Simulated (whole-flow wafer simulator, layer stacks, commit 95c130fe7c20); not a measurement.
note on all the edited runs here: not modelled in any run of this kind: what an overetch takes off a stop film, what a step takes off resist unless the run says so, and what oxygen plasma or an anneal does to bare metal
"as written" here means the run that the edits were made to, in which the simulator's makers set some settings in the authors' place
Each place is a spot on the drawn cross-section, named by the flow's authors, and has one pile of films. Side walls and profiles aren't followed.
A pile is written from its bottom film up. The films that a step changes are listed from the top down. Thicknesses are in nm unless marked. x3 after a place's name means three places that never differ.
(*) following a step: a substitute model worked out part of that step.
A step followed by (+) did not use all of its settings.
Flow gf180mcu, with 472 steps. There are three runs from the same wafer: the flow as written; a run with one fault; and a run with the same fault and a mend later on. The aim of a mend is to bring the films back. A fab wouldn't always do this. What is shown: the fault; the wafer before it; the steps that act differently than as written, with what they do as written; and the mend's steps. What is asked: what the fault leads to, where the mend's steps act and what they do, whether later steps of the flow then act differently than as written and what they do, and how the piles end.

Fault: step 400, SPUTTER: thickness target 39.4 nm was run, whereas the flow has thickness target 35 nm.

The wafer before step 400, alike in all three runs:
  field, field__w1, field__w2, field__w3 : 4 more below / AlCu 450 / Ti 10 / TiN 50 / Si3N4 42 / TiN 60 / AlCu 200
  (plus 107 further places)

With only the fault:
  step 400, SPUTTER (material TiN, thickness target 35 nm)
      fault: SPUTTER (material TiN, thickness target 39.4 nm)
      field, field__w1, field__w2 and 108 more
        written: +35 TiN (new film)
        fault: +39.4 TiN (new film)
  Steps further on in the flow that do not act as written (9 more steps, not shown, differ only slightly: by at most 2% or 0.5 nm, whichever is larger):
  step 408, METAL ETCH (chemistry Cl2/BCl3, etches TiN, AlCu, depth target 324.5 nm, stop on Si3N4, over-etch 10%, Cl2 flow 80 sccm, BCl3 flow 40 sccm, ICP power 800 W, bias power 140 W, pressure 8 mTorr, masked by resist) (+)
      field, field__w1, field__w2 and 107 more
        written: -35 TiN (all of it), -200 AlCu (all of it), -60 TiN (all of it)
        fault: -39.4 TiN (all of it), -200 AlCu (all of it), -60 TiN (all of it)
  By the end, the piles at mim depart from the flow's by more than 2% or 0.5 nm, whichever is larger.
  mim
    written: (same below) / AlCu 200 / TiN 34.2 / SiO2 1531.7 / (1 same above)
    fault: (same below) / AlCu 200 / TiN 38.6 / SiO2 1531.7 / (1 same above)

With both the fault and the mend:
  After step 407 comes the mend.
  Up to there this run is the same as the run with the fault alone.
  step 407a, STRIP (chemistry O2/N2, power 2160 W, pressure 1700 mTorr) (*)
      mim
        -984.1 resist (all of it)
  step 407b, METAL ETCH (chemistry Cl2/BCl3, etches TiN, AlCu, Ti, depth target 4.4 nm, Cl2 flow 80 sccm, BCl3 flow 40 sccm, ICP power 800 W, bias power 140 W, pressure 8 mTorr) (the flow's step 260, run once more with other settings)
      field, field__w1, field__w2 and 108 more
        -4.4 TiN
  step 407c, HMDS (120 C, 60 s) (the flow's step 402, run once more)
      alters no film at any place that is followed
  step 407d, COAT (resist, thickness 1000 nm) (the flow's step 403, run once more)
      field, field__w1, field__w2 and 108 more
        +1000 resist (new film)
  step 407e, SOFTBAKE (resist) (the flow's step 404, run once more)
      alters no film at any place that is followed
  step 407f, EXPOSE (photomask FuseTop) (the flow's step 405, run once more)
      alters no film at any place that is followed
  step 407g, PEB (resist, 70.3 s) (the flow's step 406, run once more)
      field, field__w1, field__w2 and 108 more
        -15.9 resist
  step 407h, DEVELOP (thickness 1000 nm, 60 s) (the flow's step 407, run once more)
      field, field__w1, field__w2 and 107 more
        -984.1 resist (all of it)
  None of the later steps of the flow acts differently than as written at any place that is followed.
  At every place that both follow, the piles at the end match the flow's.
